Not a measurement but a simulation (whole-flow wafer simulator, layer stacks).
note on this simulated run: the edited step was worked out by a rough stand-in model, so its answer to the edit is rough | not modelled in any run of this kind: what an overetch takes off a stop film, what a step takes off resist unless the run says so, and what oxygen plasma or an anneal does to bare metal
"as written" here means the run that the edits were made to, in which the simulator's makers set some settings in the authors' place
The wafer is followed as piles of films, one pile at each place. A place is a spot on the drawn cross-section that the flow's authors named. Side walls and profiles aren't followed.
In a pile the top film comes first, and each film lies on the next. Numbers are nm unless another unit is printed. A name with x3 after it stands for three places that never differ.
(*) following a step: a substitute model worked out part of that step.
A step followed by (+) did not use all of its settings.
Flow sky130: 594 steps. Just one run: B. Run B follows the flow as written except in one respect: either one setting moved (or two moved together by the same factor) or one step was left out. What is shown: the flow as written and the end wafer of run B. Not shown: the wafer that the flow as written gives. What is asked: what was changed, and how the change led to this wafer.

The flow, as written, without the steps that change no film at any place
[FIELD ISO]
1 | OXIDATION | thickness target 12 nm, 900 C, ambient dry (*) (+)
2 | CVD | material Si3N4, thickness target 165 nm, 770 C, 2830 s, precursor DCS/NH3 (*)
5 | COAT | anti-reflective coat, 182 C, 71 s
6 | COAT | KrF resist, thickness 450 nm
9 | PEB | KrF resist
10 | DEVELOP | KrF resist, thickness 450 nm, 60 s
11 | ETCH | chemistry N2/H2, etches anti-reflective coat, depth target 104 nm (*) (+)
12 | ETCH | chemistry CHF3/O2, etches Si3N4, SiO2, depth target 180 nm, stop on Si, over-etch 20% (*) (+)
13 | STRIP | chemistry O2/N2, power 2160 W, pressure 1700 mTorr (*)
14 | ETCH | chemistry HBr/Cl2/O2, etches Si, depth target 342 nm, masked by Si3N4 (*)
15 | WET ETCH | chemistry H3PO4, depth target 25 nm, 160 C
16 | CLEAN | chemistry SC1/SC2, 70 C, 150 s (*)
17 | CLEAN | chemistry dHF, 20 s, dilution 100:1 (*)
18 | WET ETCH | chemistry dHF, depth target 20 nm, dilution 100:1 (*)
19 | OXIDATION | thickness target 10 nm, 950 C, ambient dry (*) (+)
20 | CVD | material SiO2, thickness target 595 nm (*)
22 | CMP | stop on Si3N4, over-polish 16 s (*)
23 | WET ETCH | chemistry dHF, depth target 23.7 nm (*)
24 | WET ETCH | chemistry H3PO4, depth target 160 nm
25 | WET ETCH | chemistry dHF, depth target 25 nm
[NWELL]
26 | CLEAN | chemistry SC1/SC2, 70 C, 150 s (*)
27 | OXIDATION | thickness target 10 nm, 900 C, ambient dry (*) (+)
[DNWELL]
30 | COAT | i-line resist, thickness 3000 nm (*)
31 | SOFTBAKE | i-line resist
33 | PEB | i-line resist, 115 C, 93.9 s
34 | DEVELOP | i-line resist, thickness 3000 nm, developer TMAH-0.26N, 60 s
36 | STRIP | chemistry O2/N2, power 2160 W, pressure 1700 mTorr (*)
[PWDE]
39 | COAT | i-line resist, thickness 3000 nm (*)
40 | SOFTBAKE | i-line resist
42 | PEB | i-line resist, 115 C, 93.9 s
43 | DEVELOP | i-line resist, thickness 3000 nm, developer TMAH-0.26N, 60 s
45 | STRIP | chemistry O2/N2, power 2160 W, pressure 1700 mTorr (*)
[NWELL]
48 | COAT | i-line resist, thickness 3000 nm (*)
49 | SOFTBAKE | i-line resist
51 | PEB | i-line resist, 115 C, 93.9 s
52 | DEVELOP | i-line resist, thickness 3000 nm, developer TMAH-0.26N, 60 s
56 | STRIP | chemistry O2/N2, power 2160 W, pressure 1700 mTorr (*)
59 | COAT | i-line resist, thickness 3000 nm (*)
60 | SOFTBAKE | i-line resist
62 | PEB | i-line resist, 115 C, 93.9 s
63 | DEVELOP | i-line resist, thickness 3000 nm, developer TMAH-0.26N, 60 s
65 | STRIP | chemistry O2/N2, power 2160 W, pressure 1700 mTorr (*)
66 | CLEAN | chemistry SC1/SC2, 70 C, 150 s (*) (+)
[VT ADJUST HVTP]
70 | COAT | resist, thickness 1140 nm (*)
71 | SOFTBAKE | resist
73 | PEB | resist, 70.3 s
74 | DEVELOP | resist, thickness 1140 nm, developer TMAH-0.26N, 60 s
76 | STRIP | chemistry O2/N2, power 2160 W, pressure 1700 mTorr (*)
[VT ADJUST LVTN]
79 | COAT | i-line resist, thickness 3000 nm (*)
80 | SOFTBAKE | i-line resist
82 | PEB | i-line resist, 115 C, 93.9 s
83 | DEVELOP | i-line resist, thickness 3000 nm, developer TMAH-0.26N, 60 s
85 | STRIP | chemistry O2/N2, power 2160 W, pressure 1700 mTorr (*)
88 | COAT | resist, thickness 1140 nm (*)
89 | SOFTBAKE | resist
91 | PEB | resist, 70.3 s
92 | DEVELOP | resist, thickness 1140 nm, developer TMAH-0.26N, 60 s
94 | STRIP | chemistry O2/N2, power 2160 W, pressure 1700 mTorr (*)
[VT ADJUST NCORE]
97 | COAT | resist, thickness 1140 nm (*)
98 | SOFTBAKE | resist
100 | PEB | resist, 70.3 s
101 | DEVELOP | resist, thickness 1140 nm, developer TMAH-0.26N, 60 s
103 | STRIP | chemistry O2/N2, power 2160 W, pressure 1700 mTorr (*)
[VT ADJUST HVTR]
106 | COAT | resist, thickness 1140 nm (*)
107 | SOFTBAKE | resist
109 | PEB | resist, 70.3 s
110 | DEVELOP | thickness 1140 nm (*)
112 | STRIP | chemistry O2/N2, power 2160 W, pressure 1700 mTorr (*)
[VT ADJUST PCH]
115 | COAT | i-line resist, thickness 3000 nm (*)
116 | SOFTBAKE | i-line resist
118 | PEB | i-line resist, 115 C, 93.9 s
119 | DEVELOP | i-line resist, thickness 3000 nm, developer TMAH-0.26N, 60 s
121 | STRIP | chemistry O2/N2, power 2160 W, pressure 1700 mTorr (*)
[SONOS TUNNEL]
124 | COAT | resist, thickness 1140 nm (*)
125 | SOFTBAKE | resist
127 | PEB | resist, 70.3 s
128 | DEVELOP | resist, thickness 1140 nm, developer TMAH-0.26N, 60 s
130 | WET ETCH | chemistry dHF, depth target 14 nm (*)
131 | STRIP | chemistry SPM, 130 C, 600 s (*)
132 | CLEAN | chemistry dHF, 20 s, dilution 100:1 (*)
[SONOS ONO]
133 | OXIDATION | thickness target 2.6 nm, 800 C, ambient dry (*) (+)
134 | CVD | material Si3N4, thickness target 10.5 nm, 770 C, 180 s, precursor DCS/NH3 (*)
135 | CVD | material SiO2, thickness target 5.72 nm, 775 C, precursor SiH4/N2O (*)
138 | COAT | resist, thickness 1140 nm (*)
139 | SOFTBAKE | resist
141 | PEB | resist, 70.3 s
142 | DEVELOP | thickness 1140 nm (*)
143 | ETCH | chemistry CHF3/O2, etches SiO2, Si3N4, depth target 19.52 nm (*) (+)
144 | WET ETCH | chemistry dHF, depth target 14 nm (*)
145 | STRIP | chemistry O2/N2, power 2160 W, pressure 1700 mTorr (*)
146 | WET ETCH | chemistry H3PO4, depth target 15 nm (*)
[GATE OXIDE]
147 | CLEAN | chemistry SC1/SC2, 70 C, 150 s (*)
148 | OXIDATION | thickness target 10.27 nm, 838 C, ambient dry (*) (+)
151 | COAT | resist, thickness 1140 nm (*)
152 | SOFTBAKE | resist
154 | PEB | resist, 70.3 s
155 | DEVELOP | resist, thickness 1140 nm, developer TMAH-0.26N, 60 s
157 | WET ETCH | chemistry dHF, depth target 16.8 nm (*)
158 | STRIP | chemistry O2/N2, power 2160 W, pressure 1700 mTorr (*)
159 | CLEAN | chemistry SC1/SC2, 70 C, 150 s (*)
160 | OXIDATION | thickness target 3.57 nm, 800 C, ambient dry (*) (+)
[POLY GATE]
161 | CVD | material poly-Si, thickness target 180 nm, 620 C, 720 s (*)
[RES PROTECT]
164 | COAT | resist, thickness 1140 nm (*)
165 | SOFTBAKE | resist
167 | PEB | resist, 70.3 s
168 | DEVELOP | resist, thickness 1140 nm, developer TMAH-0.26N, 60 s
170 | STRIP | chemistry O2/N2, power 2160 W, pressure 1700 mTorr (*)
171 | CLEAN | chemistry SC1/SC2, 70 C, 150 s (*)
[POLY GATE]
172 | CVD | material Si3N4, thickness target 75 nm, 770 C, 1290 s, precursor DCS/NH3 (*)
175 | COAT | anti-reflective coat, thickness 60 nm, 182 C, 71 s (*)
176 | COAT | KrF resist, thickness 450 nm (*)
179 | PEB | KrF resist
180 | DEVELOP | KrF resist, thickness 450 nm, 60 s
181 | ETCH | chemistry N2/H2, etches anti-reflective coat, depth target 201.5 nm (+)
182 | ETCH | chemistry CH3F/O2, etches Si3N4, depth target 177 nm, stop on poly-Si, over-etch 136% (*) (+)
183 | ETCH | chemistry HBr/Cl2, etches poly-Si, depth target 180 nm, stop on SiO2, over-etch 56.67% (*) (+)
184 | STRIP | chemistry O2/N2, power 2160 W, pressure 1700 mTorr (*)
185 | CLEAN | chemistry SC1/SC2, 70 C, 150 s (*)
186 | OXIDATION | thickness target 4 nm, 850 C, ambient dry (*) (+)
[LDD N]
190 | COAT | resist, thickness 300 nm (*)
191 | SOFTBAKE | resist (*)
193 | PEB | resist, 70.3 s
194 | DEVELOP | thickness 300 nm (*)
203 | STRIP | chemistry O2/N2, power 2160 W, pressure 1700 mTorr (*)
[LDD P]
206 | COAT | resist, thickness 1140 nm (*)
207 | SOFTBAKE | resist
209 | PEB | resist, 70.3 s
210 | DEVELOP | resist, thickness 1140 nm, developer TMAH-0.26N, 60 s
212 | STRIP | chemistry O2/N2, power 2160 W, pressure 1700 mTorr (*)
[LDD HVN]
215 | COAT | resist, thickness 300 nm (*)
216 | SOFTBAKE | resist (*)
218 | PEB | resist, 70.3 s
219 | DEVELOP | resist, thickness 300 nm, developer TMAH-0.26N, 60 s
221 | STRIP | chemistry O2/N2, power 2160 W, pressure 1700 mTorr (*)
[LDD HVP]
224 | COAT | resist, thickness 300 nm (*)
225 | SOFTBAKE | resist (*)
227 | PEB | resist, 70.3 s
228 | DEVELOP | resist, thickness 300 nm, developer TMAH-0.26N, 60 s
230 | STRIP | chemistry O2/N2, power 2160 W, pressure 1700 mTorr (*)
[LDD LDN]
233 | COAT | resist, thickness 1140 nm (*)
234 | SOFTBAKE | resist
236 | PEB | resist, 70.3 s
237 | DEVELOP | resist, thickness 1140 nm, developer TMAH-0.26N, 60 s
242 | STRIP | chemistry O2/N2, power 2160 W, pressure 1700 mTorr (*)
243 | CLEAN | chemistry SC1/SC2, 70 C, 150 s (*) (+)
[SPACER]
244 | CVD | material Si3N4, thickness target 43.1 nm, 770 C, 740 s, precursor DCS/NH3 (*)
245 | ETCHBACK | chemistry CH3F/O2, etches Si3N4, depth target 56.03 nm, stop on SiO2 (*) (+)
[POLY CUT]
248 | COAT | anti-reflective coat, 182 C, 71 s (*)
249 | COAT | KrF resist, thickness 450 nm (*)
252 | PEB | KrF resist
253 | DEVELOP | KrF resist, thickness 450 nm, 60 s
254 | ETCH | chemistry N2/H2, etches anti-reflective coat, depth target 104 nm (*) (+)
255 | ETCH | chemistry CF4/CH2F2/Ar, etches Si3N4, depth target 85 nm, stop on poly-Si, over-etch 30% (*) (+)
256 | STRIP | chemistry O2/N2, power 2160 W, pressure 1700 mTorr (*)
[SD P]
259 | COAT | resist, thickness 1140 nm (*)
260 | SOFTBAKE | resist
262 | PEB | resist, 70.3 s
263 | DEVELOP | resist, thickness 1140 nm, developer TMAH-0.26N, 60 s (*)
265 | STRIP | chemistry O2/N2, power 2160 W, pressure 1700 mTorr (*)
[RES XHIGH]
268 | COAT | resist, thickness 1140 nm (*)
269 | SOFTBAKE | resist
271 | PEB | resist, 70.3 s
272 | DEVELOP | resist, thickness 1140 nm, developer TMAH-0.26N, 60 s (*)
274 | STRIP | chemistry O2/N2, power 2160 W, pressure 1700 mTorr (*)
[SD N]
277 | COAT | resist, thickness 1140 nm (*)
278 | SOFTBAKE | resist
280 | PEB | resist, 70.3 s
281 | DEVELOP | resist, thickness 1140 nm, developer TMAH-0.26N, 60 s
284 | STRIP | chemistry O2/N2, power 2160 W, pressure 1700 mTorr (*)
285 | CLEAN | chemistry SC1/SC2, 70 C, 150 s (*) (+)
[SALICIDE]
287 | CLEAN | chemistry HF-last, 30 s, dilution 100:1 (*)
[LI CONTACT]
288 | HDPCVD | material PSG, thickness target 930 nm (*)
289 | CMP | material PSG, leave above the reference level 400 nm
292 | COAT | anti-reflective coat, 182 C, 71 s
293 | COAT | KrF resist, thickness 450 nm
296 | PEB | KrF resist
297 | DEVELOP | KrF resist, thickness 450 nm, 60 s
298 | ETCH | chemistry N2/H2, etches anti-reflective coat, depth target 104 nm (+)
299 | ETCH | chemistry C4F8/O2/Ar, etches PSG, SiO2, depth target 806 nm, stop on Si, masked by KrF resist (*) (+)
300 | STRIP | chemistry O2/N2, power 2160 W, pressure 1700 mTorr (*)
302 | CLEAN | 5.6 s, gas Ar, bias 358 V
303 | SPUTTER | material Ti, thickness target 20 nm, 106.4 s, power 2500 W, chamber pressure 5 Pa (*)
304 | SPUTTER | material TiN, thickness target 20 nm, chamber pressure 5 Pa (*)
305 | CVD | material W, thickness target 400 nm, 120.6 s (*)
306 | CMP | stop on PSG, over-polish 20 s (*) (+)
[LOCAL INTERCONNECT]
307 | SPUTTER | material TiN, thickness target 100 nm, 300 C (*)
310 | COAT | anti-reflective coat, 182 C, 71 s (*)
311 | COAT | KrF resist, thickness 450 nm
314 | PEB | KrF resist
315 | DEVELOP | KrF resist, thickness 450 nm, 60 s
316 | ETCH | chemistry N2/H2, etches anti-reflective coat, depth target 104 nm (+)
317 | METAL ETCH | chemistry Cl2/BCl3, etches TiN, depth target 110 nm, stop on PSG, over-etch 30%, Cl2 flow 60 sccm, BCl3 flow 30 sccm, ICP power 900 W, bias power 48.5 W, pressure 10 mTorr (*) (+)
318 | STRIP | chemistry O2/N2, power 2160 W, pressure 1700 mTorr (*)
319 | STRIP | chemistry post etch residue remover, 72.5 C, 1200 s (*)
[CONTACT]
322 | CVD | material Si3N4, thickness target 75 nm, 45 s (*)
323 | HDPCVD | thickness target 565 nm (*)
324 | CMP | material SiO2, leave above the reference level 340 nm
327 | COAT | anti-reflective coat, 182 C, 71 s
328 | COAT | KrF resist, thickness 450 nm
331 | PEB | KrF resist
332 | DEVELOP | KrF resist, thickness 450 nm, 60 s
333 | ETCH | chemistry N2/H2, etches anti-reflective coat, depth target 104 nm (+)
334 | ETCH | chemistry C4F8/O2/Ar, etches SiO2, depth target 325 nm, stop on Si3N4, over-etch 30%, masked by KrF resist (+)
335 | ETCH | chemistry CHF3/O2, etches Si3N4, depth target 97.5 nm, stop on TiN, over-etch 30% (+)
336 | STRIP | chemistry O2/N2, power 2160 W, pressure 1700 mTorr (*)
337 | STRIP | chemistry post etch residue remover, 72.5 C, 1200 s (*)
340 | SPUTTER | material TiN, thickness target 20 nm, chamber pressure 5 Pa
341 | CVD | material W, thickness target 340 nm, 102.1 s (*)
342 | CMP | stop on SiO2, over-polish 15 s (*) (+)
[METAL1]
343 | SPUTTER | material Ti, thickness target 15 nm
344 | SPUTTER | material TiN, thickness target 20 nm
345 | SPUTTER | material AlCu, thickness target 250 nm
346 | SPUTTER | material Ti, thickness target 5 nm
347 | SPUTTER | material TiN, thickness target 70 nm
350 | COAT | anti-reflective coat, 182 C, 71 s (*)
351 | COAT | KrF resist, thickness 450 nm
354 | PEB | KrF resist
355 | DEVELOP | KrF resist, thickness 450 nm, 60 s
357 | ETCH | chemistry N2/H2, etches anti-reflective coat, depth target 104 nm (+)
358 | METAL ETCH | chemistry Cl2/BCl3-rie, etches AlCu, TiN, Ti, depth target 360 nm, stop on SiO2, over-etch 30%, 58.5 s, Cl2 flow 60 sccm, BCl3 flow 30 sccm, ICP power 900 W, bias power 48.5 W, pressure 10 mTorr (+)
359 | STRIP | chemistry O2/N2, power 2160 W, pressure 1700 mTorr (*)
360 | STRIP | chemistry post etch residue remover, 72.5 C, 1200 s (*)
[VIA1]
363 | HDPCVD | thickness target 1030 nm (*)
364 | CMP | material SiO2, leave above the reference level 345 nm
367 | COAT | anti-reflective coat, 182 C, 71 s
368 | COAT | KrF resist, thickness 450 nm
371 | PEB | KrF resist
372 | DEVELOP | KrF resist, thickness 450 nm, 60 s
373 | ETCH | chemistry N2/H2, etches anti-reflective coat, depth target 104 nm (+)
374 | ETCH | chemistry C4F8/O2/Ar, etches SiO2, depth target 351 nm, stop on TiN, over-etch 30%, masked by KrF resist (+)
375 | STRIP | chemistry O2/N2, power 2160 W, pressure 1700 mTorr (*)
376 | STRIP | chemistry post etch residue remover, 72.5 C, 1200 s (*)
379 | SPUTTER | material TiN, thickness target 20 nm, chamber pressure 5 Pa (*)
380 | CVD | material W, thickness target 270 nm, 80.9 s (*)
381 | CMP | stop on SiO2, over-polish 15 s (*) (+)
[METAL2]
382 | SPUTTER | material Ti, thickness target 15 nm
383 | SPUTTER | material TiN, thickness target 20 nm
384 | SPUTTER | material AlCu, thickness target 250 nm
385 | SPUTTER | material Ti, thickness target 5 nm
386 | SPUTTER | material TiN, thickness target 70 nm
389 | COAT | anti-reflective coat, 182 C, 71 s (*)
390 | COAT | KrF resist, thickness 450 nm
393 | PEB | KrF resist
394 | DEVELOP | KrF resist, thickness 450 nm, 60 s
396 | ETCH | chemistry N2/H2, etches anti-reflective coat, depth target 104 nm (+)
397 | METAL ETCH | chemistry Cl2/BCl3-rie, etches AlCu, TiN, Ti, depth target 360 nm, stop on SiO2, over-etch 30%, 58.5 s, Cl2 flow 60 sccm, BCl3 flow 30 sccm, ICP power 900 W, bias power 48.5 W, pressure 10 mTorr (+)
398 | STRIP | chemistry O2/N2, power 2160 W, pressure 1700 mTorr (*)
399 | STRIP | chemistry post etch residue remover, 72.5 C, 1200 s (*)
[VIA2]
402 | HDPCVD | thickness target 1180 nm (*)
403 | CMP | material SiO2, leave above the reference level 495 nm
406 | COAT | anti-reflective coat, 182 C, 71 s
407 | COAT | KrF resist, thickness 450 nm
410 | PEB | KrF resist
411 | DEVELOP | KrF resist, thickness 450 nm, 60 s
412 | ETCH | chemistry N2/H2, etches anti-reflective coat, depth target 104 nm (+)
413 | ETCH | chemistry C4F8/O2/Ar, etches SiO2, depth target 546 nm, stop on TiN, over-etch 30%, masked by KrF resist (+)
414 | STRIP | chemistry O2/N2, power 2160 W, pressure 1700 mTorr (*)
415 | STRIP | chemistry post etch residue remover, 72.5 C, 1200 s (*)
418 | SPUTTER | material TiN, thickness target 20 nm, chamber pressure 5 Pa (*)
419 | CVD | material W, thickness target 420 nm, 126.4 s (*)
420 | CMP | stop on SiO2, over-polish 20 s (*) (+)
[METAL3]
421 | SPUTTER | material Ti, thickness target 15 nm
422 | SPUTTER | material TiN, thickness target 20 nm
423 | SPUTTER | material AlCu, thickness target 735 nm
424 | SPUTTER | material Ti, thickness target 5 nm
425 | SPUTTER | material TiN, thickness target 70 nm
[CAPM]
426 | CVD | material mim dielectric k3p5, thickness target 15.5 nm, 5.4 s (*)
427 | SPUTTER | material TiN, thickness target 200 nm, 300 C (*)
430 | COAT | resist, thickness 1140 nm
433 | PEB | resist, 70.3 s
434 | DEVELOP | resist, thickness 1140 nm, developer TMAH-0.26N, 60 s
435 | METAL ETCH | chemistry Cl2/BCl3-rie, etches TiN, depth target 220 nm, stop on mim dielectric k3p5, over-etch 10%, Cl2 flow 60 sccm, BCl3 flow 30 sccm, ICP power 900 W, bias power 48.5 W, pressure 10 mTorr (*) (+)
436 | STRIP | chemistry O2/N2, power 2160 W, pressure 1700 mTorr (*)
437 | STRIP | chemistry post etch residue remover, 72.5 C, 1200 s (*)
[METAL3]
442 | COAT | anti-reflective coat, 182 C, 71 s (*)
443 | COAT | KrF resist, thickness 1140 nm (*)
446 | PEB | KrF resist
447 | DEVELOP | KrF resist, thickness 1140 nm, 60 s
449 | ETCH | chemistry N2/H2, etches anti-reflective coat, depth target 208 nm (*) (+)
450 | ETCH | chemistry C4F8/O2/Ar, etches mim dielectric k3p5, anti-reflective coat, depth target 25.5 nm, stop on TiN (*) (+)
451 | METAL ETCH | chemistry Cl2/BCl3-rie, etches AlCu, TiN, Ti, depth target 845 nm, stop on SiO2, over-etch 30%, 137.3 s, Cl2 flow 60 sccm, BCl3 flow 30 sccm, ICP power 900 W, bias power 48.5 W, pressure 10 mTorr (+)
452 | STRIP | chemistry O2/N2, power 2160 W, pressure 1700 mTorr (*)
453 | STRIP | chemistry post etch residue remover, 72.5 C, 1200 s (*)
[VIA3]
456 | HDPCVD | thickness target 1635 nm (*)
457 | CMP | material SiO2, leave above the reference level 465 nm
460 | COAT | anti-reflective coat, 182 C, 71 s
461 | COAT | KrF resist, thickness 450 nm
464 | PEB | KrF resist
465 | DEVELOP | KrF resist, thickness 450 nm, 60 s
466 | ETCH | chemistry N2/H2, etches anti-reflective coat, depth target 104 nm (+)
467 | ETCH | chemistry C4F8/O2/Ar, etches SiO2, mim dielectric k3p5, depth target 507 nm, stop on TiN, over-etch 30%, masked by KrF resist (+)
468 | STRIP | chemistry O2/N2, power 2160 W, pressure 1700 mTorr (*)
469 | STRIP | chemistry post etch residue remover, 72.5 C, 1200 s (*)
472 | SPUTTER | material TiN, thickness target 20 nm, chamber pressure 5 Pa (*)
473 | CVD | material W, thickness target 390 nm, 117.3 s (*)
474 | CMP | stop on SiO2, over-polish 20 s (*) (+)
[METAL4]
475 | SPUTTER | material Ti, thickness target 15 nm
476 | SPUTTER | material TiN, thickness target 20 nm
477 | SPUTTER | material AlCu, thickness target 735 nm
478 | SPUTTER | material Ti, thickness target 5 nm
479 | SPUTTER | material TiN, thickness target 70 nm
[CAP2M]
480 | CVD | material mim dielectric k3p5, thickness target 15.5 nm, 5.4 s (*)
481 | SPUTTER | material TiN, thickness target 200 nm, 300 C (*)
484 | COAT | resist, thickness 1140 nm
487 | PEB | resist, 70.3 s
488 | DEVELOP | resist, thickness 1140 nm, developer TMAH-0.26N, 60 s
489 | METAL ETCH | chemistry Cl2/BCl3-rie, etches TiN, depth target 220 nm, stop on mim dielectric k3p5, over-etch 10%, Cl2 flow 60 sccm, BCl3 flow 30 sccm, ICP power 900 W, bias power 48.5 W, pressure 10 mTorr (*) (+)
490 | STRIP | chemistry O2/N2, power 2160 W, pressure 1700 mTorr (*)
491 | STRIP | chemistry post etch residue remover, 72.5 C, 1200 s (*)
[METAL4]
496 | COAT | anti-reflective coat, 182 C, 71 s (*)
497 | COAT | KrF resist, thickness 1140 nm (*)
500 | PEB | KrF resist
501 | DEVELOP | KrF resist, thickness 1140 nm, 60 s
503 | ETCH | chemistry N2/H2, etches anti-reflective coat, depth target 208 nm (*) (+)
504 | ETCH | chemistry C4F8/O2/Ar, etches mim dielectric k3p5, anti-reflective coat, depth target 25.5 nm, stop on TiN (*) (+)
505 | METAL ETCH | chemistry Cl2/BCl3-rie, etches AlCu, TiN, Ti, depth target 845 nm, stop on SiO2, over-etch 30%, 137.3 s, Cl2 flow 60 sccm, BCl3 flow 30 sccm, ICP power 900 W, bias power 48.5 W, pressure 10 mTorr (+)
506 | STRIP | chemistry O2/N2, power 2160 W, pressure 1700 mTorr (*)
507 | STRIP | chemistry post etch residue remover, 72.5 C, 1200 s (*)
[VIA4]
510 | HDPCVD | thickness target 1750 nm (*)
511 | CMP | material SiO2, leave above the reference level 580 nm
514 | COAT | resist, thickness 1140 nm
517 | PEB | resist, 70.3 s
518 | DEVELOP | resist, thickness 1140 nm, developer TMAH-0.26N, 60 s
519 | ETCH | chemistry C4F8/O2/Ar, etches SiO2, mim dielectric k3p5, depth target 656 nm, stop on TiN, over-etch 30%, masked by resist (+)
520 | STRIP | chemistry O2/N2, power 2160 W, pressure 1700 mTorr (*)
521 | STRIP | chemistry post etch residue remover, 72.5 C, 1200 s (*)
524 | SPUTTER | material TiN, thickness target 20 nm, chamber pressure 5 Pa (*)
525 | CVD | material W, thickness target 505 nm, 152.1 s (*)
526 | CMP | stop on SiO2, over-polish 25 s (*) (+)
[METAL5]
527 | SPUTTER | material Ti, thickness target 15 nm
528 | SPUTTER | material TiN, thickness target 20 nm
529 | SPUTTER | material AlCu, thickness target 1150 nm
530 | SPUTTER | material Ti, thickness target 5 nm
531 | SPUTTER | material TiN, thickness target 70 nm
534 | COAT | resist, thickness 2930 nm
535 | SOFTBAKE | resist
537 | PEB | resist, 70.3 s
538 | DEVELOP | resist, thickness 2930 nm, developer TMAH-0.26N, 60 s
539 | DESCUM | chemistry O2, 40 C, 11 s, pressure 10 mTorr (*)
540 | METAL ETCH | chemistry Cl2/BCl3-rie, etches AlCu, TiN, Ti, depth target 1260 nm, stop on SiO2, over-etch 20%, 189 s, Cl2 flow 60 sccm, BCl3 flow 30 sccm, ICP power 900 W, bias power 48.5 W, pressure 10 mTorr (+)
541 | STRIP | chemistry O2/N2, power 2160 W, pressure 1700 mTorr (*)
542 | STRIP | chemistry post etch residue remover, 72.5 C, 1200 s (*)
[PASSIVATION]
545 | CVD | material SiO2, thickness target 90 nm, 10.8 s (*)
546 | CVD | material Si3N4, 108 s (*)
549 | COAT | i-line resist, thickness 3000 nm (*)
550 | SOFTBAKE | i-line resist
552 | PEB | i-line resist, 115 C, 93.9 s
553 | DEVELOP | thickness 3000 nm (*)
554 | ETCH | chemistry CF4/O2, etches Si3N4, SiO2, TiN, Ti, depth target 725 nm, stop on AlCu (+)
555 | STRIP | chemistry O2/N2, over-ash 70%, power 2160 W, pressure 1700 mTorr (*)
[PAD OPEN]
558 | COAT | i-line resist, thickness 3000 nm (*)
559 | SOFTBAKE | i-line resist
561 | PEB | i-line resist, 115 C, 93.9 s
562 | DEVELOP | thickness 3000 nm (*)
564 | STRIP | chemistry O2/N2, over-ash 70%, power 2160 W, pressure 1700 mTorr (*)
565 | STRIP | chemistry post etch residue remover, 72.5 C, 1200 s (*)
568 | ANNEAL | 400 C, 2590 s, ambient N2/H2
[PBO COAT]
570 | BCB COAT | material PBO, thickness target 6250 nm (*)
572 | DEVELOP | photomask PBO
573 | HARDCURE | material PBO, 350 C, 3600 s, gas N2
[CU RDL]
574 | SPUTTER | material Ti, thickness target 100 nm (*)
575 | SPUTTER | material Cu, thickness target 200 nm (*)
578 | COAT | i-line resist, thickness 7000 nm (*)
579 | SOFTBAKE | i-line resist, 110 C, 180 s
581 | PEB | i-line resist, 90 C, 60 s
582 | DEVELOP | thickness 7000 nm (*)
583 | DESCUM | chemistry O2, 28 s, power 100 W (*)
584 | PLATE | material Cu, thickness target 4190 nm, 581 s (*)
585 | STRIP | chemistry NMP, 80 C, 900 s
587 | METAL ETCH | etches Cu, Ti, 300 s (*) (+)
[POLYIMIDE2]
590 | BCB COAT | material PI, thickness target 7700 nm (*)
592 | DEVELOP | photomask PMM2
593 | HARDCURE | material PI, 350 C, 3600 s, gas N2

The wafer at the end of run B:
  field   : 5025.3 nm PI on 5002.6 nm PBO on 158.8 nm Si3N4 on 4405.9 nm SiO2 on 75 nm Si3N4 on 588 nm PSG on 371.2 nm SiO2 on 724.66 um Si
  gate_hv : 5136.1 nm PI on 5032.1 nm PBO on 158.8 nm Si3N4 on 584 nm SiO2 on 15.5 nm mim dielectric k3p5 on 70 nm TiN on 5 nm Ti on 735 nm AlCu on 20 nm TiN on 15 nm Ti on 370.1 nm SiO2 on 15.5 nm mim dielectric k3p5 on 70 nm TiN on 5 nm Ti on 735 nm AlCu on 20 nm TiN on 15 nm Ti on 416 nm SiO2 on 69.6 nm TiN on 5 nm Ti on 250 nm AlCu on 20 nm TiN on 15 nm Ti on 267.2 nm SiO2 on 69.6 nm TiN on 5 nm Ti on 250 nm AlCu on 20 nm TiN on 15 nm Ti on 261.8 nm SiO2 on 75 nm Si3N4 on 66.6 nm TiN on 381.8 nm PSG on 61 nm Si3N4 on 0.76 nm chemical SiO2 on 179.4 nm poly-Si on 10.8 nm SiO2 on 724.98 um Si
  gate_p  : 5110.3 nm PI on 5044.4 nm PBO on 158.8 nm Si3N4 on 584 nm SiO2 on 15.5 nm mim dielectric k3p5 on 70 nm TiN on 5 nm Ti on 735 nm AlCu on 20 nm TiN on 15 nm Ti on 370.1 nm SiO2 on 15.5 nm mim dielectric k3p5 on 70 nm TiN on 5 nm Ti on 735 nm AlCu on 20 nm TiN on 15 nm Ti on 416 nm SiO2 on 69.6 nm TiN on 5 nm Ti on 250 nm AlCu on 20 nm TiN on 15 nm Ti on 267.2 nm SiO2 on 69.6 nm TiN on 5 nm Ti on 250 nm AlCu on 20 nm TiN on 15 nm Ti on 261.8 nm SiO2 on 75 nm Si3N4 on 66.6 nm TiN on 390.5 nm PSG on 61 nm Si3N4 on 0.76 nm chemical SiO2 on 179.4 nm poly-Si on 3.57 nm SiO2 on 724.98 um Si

The reason: step 307, SPUTTER: thickness target 67 nm was run, whereas the flow has thickness target 100 nm.

How this came from the change, step by step:
  307 | SPUTTER | material TiN, thickness target 100 nm, 300 C (*)
      field, active, n_well and 188 more: TiN gains 67 (new film) (as written it would have been: TiN gains 100 (new film))
  317 | METAL ETCH | chemistry Cl2/BCl3, etches TiN, depth target 110 nm, stop on PSG, over-etch 30%, Cl2 flow 60 sccm, BCl3 flow 30 sccm, ICP power 900 W, bias power 48.5 W, pressure 10 mTorr (*) (+)
      n_well, p_well, gate_hv and 97 more: KrF resist loses 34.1 (as written it would have been: KrF resist loses 44)
      field, active, gate and 88 more: TiN loses 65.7 (all of it) (as written it would have been: TiN loses 98.7 (all of it))
  318 | STRIP | chemistry O2/N2, power 2160 W, pressure 1700 mTorr (*)
      n_well, p_well, gate_hv and 93 more: KrF resist loses 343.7 (all of it), anti-reflective coat loses 80 (all of it) (as written it would have been: KrF resist loses 333.8 (all of it), anti-reflective coat loses 80 (all of it))
      poly_licon, ndiff_licon, ndiff_licon_cpp, rpo_hd_licon: KrF resist loses 343.7 (all of it), anti-reflective coat loses 80.5 (all of it) (as written it would have been: KrF resist loses 333.9 (all of it), anti-reflective coat loses 80.5 (all of it))
  324 | CMP | material SiO2, leave above the reference level 340 nm
      field, active, gate and 88 more: SiO2 loses 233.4 (as written it would have been: SiO2 loses 200.4)
